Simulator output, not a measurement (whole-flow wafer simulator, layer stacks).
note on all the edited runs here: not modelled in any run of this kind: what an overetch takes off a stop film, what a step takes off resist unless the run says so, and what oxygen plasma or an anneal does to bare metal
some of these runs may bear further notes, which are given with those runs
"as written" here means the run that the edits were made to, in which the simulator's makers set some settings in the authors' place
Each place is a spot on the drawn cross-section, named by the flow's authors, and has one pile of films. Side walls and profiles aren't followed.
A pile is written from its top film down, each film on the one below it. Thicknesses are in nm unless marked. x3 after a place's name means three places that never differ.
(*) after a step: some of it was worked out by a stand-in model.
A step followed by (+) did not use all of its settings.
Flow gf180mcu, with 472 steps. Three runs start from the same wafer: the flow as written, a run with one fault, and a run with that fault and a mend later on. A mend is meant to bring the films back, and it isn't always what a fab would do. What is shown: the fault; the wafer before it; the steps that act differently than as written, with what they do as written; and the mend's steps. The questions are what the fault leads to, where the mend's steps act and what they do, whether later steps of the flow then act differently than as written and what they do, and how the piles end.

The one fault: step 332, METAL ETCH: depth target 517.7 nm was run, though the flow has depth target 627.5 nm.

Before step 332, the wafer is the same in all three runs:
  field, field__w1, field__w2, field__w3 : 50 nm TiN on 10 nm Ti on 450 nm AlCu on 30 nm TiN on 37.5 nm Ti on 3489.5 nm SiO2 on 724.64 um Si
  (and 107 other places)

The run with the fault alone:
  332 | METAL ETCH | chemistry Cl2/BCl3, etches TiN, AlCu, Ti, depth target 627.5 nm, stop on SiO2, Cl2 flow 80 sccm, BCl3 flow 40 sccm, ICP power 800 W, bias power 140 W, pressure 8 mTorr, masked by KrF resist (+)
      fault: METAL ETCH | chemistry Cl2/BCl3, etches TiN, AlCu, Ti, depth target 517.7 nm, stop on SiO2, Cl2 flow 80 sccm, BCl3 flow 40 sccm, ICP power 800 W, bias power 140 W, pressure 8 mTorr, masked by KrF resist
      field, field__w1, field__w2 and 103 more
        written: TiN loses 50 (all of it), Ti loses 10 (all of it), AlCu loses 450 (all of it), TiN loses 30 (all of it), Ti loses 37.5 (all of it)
        fault: TiN loses 50 (all of it), Ti loses 10 (all of it), AlCu loses 450 (all of it), TiN loses 7.7
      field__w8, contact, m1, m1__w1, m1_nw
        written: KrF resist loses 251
        fault: KrF resist loses 207.1
  Steps further on in the flow that do not act as written (1 other step is not shown; it differs only slightly, by no more than 2% or 0.5 nm, whichever is larger):
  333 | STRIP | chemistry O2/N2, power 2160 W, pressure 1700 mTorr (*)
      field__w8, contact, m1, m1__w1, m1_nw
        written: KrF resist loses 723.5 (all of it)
        fault: KrF resist loses 767.4 (all of it)
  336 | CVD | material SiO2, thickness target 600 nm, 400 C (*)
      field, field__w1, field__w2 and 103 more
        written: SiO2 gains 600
        fault: SiO2 gains 600 (new film)
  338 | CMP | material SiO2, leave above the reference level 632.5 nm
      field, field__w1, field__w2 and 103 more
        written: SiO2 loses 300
        fault: SiO2 loses 359.4
  At field, field__w1, field__w2 and 104 more, the piles at the end differ from the flow's by more than 2% or 0.5 nm, whichever is larger.
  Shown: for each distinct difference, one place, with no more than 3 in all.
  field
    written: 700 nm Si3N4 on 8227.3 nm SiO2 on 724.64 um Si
    fault: 700 nm Si3N4 on 4678.4 nm SiO2 on 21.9 nm TiN on 37.5 nm Ti on 3489.5 nm SiO2 on 724.64 um Si
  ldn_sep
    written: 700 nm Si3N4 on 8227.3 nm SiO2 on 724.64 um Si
    fault: 700 nm Si3N4 on 4678.4 nm SiO2 on 21.9 nm TiN on 37.5 nm Ti on 3489.4 nm SiO2 on 724.64 um Si
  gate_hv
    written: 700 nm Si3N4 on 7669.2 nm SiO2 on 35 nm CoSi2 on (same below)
    fault: 700 nm Si3N4 on 4678.4 nm SiO2 on 21.9 nm TiN on 37.5 nm Ti on 2931.3 nm SiO2 on 35 nm CoSi2 on (same below)

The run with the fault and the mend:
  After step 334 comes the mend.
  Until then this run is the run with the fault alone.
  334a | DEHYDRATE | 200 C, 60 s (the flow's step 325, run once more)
      leaves every film unchanged at each place that is followed
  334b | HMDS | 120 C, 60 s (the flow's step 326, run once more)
      leaves every film unchanged at each place that is followed
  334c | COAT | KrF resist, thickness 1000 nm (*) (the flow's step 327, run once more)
      iso_ptap_pw, iso_ntap_nw, iso_nw_fld and 33 more
        KrF resist gains 1000 (new film)
      field__w7, field__w11, field__w13 and 9 more
        KrF resist gains 1003.4 (new film)
      field_sub, field_sub__w1, field_sub__w2 and 6 more
        KrF resist gains 1002.9 (new film)
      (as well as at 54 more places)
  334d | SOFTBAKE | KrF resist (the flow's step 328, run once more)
      leaves every film unchanged at each place that is followed
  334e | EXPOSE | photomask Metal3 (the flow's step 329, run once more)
      leaves every film unchanged at each place that is followed
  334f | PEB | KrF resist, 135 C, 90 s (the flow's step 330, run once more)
      field__w1, field__w2, field__w3 and 55 more
        KrF resist loses 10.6
      iso_ptap_pw, iso_ntap_nw, iso_nw_fld and 33 more
        KrF resist loses 10.5
      gate_hv, sd_p, nw_enc_fld_lv__w3, polyc_n, polyc_n_rim
        KrF resist loses 10.7
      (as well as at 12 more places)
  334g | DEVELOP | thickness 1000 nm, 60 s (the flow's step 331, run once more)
      iso_ptap_pw, iso_ntap_nw, iso_nw_fld and 33 more
        KrF resist loses 989.5 (all of it)
      field__w7, field__w11, field__w13 and 9 more
        KrF resist loses 992.8 (all of it)
      field_sub__w2, field_sub__w3, field_sub__w4 and 7 more
        KrF resist loses 992.4 (all of it)
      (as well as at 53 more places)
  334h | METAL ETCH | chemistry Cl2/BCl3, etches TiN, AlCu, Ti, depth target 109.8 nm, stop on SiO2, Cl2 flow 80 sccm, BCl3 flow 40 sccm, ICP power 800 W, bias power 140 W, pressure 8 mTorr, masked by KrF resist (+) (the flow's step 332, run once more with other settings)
      field, field__w1, field__w2 and 103 more
        TiN loses 21.9 (all of it), Ti loses 37.5 (all of it)
      field__w8, contact, m1, m1__w1, m1_nw
        KrF resist loses 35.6
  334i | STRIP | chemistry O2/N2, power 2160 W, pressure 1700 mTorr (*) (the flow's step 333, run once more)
      field__w8
        KrF resist loses 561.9 (all of it)
      contact
        KrF resist loses 559.8 (all of it)
      m1
        KrF resist loses 563 (all of it)
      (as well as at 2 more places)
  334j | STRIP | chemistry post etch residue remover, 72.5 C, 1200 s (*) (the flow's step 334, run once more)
      field__w8, contact, m1, m1__w1, m1_nw
        TiN loses 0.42
  Every later step of the flow that is run acts as written, at every place that is followed, to within 2% or 0.5 nm, whichever is larger.
  The piles end only slightly different from the flow's at the places that both follow, by no more than 2% or 0.5 nm, whichever is larger.
